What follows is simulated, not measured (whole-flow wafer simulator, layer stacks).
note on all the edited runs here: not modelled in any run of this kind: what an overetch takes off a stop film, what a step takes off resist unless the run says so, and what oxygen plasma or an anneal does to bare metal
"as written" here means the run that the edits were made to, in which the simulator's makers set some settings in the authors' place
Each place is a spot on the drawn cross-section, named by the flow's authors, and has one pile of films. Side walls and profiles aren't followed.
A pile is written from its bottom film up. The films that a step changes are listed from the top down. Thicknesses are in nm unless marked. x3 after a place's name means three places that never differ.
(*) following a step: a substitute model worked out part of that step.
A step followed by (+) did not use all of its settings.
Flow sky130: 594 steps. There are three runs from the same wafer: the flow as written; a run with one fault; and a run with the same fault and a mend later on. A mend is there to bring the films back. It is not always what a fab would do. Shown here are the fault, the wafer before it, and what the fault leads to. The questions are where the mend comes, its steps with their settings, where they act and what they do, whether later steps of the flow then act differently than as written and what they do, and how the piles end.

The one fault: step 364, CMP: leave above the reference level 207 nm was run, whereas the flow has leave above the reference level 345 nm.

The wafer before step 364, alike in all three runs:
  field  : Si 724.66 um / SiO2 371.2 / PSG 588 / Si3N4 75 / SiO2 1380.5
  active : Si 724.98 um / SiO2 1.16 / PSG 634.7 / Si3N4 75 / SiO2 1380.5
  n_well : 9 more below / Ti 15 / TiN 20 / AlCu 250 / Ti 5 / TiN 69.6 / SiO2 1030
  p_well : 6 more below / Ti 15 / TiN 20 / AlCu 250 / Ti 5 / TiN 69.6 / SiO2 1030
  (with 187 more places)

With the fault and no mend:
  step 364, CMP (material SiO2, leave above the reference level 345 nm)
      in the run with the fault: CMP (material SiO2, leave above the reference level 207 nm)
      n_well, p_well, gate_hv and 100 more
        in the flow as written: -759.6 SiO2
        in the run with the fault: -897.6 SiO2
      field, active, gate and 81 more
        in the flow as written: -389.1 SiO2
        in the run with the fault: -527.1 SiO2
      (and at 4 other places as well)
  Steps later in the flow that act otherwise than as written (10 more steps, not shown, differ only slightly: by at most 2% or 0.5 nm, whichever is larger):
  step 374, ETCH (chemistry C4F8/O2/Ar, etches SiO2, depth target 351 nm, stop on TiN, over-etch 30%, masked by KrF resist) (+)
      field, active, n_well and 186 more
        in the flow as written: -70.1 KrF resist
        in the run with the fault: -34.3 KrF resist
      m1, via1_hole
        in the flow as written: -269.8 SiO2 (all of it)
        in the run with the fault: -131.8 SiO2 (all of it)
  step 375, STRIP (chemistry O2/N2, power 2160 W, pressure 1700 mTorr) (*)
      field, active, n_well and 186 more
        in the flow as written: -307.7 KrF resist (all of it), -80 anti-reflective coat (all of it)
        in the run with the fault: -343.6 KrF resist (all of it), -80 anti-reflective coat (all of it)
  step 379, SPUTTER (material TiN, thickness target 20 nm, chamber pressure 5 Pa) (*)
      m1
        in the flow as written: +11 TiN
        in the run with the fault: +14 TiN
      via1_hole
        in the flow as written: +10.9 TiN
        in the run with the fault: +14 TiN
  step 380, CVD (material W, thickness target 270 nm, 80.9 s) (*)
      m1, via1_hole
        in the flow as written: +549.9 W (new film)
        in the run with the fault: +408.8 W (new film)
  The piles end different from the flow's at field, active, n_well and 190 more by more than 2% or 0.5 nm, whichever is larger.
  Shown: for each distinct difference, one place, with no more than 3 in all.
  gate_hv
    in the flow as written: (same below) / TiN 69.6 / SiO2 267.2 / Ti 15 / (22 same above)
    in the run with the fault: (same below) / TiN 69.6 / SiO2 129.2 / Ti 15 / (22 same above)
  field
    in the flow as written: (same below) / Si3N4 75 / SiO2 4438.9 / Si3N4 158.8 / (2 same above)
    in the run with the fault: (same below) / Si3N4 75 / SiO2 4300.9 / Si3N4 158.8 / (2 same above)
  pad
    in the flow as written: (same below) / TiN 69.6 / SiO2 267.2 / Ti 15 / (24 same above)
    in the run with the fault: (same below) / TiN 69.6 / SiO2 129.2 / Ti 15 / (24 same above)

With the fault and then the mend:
  The mend follows step 364.
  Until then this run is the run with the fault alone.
  step 364a, HDPCVD (thickness target 138 nm) (*) (a further turn of the flow's step 363, with different settings)
      field, active, n_well and 188 more
        +138 SiO2
  None of the later steps of the flow differs from how it acts as written, at any place that is followed, by more than 2% or 0.5 nm, whichever is larger.
  The piles end the same as the flow's at every place that both follow.
